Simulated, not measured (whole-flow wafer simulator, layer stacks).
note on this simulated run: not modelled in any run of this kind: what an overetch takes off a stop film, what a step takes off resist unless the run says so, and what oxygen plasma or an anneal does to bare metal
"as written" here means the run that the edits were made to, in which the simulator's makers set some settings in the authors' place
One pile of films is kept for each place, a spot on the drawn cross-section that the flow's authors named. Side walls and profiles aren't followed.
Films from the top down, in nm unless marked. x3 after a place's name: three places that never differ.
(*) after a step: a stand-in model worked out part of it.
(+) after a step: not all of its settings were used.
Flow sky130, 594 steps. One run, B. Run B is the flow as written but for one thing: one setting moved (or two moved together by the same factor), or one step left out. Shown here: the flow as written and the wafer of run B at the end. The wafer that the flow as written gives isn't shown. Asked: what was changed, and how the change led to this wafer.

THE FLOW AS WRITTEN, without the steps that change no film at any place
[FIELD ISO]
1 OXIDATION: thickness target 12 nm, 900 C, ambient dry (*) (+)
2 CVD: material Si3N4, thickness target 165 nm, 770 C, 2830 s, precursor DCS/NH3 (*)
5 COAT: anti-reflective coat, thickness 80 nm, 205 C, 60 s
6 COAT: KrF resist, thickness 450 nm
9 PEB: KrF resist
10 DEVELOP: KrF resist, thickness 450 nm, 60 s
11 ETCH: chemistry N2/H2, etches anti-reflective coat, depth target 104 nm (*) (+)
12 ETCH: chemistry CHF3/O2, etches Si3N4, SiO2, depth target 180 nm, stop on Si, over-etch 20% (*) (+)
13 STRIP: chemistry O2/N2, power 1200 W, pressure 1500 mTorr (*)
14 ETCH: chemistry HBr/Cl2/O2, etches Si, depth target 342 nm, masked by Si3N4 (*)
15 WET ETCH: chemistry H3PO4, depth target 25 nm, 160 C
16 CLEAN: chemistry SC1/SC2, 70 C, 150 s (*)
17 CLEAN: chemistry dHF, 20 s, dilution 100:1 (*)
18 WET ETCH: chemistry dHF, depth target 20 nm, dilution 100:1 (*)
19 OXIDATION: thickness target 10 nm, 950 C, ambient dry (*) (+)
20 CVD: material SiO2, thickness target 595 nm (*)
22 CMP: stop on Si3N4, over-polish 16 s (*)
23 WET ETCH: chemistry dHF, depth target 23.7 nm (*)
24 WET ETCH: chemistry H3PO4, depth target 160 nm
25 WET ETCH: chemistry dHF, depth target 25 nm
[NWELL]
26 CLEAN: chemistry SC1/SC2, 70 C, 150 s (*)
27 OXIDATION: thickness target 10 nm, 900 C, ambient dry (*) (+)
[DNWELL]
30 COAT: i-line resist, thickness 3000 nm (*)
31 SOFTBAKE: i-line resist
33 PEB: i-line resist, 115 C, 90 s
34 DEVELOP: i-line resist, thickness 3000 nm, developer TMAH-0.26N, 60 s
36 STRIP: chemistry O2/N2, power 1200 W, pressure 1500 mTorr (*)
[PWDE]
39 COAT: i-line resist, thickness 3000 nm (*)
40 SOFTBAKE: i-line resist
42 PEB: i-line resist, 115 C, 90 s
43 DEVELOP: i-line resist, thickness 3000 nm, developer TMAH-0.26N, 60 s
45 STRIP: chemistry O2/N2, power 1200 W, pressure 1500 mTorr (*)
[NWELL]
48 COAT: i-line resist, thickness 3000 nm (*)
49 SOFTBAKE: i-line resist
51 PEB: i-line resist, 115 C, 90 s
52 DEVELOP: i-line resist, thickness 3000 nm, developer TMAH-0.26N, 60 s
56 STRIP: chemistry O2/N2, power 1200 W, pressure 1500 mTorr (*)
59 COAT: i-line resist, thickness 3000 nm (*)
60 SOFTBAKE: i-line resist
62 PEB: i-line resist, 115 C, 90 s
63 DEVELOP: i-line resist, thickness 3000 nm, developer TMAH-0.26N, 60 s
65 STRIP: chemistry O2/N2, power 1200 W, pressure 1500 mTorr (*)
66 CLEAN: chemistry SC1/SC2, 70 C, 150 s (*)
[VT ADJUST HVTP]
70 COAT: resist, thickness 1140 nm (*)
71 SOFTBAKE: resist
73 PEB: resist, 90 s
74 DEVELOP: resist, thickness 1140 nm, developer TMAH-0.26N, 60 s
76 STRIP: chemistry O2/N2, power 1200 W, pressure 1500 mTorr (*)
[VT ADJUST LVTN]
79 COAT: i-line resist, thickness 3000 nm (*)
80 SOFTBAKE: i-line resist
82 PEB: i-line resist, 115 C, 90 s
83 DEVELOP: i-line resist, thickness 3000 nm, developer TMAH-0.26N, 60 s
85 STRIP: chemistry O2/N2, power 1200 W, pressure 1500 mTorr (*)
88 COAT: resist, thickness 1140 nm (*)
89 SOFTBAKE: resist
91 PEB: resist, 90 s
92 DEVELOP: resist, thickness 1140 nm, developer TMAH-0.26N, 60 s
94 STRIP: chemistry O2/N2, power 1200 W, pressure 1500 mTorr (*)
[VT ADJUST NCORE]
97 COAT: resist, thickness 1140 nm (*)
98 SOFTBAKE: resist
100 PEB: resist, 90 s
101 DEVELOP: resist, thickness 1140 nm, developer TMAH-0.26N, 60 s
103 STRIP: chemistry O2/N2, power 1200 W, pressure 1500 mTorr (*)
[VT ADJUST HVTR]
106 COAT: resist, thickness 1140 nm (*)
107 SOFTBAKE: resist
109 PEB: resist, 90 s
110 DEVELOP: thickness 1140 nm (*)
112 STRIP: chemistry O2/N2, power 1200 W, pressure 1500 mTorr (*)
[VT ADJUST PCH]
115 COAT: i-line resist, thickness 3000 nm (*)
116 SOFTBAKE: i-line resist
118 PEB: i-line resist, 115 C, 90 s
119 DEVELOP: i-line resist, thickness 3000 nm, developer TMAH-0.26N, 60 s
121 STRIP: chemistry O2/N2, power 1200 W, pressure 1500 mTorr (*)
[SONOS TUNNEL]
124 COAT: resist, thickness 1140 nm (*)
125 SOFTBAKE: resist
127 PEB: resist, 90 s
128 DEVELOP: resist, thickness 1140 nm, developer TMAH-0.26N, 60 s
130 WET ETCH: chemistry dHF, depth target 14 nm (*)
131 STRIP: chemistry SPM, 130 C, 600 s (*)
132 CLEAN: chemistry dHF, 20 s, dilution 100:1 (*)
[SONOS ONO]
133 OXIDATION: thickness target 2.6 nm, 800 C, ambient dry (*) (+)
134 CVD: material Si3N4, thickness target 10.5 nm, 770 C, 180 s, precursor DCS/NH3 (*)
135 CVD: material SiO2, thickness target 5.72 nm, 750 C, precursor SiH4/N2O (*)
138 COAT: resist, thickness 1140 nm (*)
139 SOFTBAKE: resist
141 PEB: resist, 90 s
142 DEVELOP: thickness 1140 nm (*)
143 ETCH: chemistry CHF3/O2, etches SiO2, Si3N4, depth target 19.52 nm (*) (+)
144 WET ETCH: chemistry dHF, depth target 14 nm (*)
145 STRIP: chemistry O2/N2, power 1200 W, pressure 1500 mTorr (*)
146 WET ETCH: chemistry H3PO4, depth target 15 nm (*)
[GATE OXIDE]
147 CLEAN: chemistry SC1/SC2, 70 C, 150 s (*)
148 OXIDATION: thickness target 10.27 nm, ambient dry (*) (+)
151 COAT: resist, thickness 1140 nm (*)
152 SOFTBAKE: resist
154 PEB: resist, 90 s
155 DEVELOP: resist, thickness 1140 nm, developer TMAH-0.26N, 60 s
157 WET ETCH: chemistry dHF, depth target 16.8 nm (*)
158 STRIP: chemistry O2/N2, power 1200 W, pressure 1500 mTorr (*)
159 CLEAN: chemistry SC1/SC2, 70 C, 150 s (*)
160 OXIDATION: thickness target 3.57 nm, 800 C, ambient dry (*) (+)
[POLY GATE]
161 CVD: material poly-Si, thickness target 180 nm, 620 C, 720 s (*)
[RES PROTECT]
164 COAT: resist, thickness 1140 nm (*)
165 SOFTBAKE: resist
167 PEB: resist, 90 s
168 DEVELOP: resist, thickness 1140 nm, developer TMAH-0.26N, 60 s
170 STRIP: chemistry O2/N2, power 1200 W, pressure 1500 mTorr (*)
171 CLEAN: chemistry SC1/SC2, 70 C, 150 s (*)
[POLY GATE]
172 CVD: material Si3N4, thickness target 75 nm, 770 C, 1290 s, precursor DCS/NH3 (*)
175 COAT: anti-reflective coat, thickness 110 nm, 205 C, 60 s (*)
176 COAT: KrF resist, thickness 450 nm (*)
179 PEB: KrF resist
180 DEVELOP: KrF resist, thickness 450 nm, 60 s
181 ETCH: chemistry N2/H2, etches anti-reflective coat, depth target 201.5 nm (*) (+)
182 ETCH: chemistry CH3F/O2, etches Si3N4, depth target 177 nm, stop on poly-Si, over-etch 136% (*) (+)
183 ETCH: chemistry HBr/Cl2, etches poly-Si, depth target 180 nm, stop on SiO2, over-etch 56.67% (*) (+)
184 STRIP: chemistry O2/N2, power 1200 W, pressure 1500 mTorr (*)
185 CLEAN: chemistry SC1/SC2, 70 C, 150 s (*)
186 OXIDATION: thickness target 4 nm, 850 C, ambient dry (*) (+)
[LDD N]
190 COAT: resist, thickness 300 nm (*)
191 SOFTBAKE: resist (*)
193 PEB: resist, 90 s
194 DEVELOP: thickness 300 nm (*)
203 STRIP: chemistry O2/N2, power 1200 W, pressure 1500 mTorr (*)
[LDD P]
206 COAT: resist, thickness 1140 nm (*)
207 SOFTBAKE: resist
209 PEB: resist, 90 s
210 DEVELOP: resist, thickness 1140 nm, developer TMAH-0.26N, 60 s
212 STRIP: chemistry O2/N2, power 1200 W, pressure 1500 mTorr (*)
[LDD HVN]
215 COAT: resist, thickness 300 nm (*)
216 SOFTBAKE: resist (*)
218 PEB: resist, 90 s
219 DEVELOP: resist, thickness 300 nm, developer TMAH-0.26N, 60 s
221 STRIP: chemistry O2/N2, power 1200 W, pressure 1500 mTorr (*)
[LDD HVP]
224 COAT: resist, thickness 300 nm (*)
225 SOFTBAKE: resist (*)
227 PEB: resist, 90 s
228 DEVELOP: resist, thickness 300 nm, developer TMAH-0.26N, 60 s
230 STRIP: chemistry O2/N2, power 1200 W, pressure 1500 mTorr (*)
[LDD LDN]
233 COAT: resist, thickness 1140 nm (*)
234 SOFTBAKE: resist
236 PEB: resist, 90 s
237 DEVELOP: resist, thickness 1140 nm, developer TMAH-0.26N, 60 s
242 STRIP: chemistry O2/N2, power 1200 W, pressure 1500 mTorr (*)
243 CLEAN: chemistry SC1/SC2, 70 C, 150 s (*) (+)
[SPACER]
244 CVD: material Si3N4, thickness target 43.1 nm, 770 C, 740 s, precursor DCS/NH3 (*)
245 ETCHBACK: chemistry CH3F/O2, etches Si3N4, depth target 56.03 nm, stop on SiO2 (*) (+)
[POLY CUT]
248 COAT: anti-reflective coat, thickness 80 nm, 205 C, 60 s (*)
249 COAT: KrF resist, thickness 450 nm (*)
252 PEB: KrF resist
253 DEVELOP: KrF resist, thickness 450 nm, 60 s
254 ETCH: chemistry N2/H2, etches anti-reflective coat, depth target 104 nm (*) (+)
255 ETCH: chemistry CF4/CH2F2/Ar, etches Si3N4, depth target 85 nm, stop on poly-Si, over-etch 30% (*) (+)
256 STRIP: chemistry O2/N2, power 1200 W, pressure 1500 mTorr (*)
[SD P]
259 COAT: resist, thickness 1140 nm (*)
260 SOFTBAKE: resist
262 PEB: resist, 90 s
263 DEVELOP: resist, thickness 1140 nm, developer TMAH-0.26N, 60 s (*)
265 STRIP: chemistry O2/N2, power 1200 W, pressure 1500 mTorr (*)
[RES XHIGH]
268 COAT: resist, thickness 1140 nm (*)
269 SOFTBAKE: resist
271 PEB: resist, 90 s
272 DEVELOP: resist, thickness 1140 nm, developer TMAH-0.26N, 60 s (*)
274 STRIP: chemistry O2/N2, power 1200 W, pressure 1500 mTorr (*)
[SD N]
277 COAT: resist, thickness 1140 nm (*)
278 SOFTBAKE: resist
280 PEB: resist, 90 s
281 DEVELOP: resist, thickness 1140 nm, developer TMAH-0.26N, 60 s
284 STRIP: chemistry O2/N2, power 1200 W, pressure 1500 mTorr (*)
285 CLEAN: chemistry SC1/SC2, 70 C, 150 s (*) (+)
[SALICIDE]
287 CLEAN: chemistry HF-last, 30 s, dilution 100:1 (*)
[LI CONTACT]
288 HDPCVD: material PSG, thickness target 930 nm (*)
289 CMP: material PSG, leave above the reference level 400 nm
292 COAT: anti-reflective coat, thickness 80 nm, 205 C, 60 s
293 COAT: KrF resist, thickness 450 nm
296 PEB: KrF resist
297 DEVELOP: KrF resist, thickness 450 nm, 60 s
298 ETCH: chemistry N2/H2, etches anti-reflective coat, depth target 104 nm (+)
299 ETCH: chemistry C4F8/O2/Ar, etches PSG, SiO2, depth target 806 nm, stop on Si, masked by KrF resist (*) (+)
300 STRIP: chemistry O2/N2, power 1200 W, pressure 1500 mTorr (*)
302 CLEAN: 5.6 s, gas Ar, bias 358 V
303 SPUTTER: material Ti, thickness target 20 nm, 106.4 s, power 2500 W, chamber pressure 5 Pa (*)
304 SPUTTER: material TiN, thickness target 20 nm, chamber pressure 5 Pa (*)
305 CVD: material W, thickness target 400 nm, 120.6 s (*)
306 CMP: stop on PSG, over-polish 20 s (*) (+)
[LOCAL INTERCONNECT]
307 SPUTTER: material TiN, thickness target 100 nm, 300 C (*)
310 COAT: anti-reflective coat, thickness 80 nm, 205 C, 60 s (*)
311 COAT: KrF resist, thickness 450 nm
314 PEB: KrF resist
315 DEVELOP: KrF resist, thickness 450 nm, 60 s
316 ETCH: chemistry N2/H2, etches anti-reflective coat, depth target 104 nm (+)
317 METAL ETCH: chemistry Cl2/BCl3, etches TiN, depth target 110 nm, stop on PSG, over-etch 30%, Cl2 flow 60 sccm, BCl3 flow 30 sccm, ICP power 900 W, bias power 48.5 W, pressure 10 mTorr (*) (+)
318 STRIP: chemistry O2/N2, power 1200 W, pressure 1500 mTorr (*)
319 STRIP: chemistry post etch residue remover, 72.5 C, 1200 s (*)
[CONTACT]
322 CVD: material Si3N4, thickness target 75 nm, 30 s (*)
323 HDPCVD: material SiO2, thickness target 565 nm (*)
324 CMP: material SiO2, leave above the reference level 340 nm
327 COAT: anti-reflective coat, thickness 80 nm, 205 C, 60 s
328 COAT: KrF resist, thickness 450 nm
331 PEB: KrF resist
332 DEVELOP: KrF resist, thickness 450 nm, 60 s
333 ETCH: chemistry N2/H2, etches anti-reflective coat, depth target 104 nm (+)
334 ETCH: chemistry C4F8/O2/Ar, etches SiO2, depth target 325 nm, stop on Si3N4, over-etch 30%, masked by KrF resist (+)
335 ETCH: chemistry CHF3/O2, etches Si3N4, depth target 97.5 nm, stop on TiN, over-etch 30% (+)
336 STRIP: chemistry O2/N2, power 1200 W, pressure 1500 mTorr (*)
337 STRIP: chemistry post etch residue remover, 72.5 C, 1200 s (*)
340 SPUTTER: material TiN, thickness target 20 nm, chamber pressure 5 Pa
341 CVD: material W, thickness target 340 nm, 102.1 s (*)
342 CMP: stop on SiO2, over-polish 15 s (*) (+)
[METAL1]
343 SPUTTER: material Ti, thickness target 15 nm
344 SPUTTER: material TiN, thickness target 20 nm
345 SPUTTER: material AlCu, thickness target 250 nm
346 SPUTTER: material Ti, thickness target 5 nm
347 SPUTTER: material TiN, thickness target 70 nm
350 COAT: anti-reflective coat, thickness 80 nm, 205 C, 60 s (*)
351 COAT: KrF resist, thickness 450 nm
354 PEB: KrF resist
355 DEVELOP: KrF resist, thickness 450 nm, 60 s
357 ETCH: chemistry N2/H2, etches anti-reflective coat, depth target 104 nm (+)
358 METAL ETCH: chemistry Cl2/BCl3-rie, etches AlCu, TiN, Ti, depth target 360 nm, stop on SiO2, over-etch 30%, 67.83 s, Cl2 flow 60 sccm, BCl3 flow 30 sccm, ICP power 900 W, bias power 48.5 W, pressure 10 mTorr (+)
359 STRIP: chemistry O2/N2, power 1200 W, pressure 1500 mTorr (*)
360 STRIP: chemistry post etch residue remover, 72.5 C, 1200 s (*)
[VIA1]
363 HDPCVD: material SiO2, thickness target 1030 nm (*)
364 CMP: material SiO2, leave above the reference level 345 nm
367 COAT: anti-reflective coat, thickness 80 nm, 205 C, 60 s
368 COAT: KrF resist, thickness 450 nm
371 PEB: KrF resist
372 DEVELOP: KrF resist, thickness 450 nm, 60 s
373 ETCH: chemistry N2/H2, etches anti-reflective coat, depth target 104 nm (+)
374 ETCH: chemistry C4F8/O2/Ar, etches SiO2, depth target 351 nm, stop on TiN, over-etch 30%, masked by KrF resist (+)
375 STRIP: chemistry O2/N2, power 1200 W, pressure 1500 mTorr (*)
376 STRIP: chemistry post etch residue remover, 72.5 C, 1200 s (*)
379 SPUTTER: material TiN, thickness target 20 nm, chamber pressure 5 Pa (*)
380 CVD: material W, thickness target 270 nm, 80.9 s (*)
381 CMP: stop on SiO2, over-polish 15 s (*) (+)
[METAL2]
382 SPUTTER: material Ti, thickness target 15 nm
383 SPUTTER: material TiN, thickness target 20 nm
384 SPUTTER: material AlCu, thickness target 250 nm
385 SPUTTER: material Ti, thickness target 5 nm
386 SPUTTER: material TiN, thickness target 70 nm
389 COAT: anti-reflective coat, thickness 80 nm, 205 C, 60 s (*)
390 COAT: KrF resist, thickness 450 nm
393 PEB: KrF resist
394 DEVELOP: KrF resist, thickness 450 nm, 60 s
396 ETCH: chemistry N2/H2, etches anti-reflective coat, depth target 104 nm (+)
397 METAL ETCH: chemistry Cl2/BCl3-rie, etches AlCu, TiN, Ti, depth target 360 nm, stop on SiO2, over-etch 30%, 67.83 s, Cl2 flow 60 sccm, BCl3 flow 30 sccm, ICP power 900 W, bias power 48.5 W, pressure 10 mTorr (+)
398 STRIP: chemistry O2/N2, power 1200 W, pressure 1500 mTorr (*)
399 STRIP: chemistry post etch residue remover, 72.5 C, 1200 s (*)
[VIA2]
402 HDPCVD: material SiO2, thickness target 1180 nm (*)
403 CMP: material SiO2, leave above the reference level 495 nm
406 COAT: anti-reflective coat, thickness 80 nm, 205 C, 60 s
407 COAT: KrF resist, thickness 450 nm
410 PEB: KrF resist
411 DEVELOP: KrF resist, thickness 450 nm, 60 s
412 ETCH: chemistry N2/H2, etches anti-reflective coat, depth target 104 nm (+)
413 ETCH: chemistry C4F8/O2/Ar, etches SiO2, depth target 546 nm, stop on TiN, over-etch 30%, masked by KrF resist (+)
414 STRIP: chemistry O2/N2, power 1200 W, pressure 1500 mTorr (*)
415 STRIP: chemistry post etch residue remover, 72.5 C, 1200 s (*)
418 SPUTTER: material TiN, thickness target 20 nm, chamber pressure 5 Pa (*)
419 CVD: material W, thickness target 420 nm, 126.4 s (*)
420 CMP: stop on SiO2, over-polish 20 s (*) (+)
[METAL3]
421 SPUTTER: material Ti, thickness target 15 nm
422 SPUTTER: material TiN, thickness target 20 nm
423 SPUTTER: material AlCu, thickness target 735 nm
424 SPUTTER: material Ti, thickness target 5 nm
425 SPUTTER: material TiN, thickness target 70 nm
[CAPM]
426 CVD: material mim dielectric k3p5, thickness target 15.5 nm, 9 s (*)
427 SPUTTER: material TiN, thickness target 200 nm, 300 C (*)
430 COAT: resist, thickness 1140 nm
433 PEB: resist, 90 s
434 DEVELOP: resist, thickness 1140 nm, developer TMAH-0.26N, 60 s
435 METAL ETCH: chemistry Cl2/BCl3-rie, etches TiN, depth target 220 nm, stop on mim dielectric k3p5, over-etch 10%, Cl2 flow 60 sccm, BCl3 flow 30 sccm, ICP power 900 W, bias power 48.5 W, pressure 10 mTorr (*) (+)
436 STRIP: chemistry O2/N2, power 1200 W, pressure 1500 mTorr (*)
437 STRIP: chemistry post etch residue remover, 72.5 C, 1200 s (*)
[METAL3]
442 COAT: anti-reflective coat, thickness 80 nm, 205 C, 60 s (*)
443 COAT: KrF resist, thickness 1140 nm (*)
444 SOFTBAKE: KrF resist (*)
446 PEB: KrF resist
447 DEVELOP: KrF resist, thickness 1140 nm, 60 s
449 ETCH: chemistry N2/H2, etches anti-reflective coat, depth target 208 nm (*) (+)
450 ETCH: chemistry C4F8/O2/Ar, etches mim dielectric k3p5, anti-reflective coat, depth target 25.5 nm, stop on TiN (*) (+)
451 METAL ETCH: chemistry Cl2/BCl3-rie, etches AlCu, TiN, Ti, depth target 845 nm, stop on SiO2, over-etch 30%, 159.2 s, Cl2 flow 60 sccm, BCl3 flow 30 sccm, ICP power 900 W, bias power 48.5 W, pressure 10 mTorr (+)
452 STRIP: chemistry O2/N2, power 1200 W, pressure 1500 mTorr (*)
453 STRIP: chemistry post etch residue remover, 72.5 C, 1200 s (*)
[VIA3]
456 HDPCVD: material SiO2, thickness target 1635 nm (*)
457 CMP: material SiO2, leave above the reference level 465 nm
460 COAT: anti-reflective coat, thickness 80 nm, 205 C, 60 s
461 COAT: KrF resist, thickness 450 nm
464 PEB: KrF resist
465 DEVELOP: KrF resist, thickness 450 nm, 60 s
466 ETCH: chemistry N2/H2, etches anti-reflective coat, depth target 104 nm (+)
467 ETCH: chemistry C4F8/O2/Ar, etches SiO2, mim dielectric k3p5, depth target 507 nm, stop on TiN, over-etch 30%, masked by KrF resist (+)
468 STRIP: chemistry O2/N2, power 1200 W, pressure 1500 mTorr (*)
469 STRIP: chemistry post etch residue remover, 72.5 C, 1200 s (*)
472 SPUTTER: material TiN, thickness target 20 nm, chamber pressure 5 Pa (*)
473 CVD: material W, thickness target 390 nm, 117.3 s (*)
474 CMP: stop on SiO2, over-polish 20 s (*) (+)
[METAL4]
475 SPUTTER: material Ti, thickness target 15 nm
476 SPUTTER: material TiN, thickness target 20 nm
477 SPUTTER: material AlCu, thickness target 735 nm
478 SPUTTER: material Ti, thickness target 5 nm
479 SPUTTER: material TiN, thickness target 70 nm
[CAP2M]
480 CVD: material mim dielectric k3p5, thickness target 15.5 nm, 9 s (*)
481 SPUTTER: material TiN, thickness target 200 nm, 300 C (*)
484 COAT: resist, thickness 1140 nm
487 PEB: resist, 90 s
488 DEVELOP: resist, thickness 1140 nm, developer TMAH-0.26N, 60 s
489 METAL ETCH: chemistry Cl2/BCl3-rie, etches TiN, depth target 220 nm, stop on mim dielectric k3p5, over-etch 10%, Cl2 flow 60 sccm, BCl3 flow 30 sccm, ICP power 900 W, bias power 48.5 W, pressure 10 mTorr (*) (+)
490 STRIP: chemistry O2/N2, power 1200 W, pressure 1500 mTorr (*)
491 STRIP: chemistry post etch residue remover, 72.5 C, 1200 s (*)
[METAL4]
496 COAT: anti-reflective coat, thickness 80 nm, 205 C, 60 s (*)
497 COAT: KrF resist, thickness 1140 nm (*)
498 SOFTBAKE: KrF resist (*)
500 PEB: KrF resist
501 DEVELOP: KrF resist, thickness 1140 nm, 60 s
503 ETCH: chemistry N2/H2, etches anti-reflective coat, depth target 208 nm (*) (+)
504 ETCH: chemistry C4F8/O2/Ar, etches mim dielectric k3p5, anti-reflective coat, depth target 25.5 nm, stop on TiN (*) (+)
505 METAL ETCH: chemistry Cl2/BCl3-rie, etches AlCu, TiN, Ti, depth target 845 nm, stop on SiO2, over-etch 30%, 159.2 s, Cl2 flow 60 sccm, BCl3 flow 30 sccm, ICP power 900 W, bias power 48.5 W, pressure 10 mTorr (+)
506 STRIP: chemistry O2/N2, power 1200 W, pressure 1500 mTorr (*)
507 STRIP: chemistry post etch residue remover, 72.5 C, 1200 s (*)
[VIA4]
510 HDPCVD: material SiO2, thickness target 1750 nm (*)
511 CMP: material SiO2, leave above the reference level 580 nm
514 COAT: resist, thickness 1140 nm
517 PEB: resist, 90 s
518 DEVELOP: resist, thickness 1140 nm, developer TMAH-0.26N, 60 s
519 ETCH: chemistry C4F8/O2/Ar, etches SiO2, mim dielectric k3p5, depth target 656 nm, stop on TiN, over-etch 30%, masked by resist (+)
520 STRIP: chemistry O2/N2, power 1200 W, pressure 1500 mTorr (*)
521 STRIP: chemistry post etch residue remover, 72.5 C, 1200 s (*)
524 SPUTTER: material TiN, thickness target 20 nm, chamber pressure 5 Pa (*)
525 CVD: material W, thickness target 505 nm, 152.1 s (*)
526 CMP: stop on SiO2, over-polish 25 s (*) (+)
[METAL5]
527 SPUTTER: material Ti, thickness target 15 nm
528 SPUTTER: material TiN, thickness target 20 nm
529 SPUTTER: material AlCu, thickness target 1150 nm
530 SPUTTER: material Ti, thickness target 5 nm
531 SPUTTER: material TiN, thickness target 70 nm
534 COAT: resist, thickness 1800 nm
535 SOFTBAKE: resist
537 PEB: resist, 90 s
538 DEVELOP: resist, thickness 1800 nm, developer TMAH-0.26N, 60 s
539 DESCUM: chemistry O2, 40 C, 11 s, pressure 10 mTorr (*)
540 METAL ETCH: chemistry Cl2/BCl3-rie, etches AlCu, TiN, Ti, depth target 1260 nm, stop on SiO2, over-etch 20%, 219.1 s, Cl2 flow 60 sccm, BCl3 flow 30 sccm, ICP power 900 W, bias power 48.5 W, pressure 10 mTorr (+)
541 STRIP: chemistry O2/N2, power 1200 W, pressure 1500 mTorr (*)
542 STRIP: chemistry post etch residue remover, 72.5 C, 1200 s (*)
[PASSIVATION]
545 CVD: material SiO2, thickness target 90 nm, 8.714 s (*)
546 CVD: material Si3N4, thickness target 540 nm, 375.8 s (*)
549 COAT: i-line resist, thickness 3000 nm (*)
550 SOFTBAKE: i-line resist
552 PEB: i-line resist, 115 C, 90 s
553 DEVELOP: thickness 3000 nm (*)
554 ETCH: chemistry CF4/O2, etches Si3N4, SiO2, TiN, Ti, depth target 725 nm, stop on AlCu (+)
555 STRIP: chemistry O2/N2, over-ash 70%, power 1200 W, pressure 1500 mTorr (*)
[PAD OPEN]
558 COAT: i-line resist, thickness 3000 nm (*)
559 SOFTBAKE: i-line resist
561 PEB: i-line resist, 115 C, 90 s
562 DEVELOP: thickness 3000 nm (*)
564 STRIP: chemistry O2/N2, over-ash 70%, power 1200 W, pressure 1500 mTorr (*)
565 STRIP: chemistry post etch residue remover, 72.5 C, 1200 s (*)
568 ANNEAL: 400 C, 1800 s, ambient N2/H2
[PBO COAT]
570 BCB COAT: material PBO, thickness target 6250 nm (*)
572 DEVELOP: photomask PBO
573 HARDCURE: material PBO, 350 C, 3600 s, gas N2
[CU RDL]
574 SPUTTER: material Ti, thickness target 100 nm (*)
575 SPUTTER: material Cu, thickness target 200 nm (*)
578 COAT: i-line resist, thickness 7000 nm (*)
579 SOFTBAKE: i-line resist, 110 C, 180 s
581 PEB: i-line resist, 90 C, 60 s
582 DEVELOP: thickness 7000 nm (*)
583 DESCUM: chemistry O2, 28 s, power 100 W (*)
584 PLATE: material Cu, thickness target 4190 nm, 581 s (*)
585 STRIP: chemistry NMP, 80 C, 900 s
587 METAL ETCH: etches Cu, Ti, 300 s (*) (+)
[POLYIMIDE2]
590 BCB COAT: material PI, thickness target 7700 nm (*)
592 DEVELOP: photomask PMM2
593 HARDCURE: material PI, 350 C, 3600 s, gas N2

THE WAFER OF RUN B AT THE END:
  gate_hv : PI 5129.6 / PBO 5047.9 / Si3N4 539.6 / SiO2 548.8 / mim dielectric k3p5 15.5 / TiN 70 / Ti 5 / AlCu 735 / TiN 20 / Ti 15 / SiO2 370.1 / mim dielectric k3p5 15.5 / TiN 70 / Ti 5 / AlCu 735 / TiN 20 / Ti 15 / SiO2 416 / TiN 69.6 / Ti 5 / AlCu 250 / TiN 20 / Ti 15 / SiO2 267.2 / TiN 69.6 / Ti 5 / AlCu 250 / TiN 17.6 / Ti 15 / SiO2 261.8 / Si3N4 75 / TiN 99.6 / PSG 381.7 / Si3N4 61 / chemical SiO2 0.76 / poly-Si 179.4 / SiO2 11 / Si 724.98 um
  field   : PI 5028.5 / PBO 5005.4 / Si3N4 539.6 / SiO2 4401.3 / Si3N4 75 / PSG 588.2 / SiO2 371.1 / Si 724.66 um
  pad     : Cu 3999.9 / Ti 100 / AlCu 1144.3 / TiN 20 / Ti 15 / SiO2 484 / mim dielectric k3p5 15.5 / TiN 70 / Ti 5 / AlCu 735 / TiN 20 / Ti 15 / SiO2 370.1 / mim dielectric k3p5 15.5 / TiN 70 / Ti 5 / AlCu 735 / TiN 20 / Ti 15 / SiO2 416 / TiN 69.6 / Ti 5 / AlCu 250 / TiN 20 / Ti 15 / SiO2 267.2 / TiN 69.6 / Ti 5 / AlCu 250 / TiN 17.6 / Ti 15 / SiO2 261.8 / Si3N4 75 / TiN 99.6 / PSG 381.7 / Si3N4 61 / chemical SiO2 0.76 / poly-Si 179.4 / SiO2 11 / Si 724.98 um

The cause: step 344, SPUTTER: thickness target 17.6 nm was run, where the flow has thickness target 20 nm.
It can be read off the wafer: gate_hv has TiN 17.6, and step 344 as written asks for 20 nm.

How the change led to this, step by step:
  344 SPUTTER: material TiN, thickness target 20 nm
      field, active, n_well and 188 more: TiN +17.6 (new film) (as written it would be: TiN +20 (new film))
  358 METAL ETCH: chemistry Cl2/BCl3-rie, etches AlCu, TiN, Ti, depth target 360 nm, stop on SiO2, over-etch 30%, 67.83 s, Cl2 flow 60 sccm, BCl3 flow 30 sccm, ICP power 900 W, bias power 48.5 W, pressure 10 mTorr (+)
      field, active, gate and 81 more: TiN -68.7 (all of it), Ti -5 (all of it), AlCu -250 (all of it), TiN -17.6 (all of it), Ti -15 (all of it), SiO2 -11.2 (as written it would be: TiN -68.7 (all of it), Ti -5 (all of it), AlCu -250 (all of it), TiN -20 (all of it), Ti -15 (all of it), SiO2 -10.9)
